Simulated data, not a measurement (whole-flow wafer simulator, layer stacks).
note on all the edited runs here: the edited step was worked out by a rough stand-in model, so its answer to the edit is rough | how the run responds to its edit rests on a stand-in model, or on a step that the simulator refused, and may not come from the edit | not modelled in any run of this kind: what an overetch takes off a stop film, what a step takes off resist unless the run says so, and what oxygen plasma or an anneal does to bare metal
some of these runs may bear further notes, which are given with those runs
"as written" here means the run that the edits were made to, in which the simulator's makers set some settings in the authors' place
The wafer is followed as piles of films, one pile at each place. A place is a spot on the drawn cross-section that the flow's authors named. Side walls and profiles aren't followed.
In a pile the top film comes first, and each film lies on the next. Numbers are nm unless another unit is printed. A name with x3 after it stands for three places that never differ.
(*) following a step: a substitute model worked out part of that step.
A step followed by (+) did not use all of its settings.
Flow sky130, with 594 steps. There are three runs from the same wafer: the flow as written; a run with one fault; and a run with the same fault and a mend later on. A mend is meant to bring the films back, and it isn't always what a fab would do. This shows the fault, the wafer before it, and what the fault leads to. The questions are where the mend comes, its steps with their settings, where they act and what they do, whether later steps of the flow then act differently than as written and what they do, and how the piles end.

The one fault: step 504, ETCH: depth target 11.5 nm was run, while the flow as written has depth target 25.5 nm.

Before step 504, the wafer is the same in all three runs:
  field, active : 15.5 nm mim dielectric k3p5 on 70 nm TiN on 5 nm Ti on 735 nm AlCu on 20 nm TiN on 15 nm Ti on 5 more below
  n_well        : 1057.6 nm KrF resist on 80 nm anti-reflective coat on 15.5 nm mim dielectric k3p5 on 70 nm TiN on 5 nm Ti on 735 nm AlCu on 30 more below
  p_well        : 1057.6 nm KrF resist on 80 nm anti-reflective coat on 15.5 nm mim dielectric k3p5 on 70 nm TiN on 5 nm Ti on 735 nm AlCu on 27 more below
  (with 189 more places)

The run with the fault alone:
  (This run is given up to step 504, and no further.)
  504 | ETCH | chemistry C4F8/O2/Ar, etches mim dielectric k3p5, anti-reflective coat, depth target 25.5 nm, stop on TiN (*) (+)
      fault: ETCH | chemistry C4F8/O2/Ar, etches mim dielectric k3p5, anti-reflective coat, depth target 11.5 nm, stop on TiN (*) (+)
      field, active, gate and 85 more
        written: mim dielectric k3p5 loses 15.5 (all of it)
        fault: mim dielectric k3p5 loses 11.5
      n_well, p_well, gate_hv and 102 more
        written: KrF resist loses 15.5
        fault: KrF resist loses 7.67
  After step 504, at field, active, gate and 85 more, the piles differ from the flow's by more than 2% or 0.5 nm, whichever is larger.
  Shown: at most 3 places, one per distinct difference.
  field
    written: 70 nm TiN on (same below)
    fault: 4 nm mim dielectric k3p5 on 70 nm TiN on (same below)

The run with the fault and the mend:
  The mend follows step 504.
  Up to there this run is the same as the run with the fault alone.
  504a | ETCH | chemistry C4F8/O2/Ar, etches mim dielectric k3p5, anti-reflective coat, depth target 14 nm, stop on TiN (*) (+) (a further turn of the flow's step 504, with different settings)
      n_well, p_well, gate_hv and 102 more
        KrF resist loses 4
      field, active, gate and 85 more
        mim dielectric k3p5 loses 4 (all of it)
  Later steps of the flow that are run all act as written at every place that is followed, up to a difference of at most 2% or 0.5 nm, whichever is larger.
  By the end, the piles equal the flow's at every place that both follow.
